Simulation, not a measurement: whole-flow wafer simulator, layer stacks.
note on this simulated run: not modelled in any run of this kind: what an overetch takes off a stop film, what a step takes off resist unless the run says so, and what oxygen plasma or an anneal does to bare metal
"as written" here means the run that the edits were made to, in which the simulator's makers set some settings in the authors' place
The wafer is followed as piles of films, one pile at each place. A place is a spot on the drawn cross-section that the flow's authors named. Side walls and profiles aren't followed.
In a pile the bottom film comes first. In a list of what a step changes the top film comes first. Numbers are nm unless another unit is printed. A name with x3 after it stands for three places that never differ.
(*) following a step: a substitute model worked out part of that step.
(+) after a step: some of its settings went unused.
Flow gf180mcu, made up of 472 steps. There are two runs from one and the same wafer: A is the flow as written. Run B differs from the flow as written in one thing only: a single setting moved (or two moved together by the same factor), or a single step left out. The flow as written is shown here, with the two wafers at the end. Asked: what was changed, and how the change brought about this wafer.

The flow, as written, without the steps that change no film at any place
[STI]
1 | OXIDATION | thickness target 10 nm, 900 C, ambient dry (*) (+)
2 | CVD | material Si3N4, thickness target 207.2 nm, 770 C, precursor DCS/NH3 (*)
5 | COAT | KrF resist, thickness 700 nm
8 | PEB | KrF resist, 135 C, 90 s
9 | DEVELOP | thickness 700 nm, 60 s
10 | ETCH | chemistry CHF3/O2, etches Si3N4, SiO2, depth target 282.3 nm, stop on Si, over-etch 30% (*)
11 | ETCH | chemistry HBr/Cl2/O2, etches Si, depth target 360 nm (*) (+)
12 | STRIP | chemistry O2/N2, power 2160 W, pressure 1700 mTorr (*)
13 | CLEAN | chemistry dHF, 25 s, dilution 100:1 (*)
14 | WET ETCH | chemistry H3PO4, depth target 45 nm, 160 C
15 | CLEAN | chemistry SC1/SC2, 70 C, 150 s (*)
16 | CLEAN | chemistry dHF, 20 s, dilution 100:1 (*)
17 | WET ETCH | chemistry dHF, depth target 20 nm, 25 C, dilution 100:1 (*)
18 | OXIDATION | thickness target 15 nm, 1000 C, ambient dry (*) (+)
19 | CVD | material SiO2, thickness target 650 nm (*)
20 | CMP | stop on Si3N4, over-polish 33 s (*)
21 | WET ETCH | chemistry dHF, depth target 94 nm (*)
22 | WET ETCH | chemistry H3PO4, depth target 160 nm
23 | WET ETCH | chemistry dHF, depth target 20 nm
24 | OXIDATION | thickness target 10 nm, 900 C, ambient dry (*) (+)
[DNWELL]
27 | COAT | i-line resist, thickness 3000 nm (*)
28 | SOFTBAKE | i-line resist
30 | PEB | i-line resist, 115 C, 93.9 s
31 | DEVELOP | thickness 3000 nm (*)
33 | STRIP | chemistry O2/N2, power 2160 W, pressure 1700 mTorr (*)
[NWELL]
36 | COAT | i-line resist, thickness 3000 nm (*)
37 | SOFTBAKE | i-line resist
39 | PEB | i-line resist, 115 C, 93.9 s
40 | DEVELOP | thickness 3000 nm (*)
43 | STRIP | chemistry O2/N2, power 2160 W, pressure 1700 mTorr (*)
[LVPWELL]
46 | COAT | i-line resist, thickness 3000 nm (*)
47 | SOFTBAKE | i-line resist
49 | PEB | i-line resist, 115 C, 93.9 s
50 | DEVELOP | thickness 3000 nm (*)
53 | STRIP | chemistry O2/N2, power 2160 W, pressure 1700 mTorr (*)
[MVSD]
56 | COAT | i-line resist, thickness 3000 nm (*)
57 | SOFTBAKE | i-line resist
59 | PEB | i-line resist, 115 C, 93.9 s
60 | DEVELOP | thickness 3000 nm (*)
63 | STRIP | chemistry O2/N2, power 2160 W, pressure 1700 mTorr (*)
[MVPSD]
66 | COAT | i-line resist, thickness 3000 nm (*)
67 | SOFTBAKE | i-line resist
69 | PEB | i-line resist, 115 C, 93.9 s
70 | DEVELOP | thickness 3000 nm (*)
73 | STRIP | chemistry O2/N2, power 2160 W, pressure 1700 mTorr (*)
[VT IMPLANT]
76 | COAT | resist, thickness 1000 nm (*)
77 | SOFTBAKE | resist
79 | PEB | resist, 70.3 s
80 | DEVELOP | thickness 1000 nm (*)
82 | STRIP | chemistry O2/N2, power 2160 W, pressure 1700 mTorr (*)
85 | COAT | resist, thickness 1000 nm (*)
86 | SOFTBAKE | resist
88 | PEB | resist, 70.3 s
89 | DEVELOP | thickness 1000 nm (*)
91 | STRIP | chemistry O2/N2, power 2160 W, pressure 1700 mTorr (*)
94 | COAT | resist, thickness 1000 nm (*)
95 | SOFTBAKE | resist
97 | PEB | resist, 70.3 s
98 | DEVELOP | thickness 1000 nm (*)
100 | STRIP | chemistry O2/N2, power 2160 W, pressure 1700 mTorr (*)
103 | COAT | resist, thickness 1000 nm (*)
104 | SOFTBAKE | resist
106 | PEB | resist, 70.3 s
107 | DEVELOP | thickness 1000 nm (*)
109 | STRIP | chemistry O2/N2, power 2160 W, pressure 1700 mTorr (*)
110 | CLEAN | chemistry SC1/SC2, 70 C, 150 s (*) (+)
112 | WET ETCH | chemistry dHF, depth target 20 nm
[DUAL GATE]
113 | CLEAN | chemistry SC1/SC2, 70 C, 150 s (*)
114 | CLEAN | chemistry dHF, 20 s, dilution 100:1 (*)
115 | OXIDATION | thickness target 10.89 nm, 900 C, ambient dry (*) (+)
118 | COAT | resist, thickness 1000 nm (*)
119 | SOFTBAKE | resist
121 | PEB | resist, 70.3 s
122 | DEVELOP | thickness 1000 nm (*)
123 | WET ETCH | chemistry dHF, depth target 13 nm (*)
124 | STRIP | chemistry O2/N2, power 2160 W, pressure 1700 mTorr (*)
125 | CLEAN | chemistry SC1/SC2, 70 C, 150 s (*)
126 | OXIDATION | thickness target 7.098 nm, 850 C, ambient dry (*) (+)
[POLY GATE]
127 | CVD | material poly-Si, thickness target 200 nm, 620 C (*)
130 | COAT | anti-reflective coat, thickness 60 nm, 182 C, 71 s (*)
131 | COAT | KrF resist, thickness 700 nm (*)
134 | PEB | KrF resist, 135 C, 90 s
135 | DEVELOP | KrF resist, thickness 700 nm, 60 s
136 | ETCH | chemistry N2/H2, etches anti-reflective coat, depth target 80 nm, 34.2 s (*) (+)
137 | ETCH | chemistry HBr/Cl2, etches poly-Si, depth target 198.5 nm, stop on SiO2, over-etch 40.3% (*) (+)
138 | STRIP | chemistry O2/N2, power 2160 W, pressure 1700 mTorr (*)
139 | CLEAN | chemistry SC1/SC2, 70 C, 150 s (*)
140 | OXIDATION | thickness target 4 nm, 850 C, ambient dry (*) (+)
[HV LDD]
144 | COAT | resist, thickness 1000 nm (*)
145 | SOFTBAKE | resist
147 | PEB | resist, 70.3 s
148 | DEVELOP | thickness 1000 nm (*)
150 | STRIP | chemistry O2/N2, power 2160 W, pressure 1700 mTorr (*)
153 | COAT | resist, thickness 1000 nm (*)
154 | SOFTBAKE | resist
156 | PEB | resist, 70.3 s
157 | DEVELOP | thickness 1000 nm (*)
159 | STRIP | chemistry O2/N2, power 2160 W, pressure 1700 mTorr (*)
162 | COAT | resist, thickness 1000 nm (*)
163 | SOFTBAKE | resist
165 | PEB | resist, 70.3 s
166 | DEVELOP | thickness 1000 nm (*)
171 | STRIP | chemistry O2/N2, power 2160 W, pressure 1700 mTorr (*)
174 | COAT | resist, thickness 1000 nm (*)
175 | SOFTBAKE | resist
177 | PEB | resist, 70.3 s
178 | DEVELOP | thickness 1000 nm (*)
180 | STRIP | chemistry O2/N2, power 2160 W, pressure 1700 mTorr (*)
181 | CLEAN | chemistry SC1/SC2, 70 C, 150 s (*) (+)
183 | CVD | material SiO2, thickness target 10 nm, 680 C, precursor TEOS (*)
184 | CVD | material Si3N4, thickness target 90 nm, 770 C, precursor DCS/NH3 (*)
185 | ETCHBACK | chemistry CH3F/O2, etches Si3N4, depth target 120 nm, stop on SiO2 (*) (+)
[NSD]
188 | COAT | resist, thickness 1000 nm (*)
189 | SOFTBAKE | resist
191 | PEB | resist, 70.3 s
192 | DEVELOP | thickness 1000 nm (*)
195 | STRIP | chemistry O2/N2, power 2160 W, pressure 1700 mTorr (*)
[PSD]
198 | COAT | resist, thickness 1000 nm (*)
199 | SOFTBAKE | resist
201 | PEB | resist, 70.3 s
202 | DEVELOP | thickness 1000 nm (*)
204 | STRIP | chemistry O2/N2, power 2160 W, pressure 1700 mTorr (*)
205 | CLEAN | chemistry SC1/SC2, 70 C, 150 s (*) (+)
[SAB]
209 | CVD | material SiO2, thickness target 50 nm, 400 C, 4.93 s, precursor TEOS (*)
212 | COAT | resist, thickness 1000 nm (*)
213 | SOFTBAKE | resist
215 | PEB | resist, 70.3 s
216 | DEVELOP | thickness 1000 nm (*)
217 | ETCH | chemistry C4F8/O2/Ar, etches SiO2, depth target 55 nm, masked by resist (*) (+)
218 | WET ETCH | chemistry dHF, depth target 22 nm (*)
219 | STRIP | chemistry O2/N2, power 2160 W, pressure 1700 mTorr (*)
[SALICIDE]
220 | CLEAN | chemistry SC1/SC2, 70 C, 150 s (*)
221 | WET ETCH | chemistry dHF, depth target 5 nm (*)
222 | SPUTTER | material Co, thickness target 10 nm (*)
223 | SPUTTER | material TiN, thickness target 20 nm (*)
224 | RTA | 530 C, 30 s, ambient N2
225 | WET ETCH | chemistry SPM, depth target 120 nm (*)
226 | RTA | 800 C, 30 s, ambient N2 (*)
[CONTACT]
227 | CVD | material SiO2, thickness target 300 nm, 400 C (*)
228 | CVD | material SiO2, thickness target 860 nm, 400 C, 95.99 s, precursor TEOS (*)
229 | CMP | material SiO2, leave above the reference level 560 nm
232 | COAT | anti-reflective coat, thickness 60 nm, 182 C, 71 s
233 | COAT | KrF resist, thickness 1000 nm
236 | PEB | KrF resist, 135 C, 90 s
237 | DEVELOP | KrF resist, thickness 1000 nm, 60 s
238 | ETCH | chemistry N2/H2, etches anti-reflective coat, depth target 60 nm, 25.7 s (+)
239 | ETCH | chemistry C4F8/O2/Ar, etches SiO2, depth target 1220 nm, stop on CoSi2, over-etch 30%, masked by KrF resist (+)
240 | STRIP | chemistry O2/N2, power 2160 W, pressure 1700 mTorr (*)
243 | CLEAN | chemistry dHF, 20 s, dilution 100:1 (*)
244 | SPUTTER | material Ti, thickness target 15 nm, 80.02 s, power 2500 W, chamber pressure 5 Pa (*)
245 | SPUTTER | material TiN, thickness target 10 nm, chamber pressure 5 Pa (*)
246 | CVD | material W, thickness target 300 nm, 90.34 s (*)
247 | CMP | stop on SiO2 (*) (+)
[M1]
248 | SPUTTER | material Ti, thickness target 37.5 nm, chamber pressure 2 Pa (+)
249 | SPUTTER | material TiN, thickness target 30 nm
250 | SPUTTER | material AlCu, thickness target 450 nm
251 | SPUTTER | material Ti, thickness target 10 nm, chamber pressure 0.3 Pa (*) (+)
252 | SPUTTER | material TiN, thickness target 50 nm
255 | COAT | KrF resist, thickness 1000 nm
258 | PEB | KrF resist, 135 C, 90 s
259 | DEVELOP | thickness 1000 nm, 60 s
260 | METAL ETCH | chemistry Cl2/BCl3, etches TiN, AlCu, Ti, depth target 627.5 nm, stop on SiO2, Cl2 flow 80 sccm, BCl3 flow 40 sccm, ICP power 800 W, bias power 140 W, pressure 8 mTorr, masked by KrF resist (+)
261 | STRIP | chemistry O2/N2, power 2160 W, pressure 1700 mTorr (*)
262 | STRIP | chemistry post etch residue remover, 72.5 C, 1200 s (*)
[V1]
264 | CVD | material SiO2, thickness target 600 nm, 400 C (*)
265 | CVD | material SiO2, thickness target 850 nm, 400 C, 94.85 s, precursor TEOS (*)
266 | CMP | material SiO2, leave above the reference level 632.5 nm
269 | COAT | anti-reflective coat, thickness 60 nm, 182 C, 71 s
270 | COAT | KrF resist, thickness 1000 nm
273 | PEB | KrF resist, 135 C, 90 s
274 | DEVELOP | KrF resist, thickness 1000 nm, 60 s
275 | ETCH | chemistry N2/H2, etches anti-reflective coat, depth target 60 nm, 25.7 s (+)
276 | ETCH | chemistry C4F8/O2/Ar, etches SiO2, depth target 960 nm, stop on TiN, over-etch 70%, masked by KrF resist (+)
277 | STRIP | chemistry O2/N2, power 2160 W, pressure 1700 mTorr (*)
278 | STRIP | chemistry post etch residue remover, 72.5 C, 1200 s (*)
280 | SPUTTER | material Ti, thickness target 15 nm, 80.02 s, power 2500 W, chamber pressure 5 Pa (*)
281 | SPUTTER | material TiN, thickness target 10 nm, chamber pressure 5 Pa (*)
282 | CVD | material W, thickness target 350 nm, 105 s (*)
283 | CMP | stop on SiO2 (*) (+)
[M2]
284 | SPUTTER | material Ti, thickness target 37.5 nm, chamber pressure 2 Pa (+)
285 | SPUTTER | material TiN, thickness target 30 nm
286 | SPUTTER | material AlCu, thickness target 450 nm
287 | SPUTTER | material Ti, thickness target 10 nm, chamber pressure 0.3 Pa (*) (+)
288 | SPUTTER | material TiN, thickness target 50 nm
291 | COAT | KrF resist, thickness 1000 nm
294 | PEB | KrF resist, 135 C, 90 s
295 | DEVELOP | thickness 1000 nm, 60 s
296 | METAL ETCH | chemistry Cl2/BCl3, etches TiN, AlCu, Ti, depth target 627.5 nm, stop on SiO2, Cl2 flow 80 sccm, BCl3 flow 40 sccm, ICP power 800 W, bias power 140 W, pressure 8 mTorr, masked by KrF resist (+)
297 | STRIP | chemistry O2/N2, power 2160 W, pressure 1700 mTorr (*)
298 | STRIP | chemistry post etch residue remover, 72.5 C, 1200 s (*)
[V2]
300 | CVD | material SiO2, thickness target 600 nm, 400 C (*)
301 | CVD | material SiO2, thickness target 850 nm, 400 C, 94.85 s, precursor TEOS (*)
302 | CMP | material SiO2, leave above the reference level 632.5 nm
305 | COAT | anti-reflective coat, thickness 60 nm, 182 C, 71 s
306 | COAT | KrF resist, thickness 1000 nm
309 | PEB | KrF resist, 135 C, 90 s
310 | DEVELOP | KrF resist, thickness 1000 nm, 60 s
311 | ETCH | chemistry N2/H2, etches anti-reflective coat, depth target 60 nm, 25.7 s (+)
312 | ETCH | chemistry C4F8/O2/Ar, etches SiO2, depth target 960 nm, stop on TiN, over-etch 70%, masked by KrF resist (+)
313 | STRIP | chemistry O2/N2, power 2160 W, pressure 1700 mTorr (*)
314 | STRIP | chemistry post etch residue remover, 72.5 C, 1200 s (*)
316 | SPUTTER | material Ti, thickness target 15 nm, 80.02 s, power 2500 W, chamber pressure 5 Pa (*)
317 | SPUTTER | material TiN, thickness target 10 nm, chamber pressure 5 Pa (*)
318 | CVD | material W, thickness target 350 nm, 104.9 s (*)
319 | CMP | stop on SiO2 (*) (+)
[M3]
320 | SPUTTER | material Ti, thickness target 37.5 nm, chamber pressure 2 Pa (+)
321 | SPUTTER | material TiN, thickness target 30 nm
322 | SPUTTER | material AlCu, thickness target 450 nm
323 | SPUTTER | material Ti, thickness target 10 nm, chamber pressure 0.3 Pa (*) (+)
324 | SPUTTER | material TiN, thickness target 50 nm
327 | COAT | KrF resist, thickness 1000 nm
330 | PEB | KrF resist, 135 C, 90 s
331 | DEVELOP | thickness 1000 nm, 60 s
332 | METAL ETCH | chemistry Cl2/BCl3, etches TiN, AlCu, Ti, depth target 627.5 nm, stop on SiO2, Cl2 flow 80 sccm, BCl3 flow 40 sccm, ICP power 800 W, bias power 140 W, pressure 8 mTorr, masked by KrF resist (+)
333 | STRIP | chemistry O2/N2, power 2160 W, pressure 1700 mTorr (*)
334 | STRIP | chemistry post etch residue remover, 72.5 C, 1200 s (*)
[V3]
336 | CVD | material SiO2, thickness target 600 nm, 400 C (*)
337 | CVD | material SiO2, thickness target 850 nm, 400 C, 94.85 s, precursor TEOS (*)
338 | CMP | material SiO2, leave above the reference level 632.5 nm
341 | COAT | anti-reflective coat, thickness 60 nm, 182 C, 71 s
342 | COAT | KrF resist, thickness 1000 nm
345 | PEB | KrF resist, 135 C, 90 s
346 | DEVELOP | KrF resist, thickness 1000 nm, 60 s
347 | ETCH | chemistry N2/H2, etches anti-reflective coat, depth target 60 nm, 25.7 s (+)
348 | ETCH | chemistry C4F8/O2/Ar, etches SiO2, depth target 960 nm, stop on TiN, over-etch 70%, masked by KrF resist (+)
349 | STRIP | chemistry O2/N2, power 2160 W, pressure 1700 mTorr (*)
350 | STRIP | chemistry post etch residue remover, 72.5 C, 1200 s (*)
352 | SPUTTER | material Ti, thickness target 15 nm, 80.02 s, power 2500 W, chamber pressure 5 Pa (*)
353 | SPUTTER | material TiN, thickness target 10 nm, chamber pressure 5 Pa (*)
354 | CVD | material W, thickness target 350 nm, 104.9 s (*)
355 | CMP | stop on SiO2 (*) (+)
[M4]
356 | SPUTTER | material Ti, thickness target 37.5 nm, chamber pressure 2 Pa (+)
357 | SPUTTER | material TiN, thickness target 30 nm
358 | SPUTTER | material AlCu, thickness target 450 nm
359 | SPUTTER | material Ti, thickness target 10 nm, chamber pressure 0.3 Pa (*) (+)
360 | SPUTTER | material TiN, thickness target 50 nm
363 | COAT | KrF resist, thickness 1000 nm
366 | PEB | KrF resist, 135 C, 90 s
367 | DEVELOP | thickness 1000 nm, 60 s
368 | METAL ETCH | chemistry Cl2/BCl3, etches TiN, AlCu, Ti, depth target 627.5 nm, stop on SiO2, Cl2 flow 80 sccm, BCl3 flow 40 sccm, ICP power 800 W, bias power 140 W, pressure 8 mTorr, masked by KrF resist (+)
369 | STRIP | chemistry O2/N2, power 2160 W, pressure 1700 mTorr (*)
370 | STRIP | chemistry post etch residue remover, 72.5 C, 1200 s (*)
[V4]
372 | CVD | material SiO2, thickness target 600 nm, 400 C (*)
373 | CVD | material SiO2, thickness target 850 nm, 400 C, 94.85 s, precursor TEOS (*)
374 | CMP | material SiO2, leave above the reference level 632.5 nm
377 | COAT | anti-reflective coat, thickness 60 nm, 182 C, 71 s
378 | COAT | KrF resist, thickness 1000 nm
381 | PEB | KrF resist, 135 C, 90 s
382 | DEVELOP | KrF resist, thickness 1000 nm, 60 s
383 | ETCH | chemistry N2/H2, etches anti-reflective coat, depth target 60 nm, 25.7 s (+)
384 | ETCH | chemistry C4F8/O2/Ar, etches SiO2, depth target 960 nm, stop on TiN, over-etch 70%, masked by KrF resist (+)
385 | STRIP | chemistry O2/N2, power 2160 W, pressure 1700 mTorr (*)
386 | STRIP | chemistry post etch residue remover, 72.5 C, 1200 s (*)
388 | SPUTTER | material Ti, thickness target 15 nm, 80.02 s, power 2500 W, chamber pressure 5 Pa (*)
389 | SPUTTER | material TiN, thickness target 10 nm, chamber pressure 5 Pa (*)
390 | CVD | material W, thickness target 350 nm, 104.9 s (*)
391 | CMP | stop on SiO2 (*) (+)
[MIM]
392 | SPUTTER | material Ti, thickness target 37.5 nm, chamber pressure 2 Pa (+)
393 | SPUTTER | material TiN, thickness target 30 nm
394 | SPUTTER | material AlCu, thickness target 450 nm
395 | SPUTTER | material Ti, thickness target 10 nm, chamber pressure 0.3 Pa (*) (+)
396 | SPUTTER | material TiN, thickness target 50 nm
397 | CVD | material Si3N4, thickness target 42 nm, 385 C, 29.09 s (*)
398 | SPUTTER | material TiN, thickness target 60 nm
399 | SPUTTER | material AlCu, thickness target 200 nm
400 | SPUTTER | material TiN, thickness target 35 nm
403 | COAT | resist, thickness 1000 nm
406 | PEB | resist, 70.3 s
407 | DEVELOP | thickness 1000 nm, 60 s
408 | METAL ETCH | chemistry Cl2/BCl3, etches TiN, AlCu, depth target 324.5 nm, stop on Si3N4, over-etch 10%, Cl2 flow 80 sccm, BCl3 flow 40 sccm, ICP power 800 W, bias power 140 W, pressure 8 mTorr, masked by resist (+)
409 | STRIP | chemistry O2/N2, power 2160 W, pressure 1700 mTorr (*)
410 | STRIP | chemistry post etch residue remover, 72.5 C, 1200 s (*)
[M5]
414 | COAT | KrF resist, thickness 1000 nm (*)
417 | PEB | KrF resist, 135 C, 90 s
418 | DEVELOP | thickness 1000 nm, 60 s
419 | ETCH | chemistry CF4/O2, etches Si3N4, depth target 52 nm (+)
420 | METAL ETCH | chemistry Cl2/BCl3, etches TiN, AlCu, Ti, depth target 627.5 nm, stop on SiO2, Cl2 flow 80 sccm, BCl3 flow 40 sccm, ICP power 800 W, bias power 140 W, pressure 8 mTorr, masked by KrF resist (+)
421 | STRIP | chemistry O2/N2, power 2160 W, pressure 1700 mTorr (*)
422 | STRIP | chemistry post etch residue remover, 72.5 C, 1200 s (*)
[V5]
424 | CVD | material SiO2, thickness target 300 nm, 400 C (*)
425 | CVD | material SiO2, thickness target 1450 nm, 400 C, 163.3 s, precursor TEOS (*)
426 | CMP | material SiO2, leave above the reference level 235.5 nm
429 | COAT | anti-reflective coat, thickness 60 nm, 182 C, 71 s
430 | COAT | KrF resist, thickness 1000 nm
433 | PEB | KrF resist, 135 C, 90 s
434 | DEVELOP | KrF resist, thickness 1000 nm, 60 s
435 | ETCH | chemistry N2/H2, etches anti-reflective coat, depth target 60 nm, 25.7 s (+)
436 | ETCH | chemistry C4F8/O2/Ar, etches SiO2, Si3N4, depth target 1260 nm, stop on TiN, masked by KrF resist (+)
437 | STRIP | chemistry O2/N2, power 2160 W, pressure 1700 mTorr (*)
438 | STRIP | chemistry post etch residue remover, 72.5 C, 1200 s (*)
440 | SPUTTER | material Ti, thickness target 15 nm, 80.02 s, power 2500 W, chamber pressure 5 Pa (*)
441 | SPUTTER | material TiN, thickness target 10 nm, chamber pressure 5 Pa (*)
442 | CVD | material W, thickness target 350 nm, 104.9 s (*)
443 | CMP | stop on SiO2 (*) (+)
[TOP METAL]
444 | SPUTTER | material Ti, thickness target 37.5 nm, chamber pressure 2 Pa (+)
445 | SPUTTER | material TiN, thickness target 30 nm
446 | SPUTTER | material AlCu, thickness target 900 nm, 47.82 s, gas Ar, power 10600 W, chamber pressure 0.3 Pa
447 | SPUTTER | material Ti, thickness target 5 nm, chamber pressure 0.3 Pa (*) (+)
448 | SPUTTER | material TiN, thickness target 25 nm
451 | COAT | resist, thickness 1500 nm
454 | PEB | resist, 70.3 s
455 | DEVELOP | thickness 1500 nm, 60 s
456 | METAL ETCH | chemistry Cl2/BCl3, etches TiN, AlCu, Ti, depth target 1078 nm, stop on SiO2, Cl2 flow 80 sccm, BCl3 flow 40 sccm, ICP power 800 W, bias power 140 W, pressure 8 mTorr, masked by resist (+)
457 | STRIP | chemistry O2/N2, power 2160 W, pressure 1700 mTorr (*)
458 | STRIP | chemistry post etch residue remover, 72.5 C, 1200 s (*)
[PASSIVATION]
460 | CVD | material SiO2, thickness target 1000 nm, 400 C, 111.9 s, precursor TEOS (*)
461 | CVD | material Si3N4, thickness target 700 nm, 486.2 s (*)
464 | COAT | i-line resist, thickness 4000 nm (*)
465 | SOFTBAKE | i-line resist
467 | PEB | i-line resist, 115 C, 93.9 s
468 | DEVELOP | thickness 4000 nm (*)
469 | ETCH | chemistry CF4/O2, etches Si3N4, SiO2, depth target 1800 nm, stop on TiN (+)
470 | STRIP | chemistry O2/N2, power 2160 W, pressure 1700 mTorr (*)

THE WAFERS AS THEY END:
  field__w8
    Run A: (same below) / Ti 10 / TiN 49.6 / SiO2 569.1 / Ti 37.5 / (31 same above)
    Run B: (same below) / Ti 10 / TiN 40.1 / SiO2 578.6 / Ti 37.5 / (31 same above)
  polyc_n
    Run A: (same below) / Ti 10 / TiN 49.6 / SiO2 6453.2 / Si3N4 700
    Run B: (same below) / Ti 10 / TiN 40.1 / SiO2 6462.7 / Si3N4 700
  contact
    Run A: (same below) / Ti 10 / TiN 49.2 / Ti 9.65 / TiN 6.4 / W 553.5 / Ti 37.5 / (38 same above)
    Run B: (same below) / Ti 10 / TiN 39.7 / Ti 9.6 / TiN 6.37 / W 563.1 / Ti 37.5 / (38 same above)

What caused this: step 252, SPUTTER: thickness target 40.5 nm was run, whereas the flow has thickness target 50 nm.

The path from the change to this, step by step:
  252 | SPUTTER | material TiN, thickness target 50 nm
      field, field__w1, field__w2 and 108 more: A TiN gains 50 (new film) | B TiN gains 40.5 (new film)
  260 | METAL ETCH | chemistry Cl2/BCl3, etches TiN, AlCu, Ti, depth target 627.5 nm, stop on SiO2, Cl2 flow 80 sccm, BCl3 flow 40 sccm, ICP power 800 W, bias power 140 W, pressure 8 mTorr, masked by KrF resist (+)
      field, field__w1, field__w2 and 99 more: A TiN loses 50 (all of it), Ti loses 10 (all of it), AlCu loses 450 (all of it), TiN loses 30 (all of it), Ti loses 37.5 (all of it) | B TiN loses 40.5 (all of it), Ti loses 10 (all of it), AlCu loses 450 (all of it), TiN loses 30 (all of it), Ti loses 37.5 (all of it)
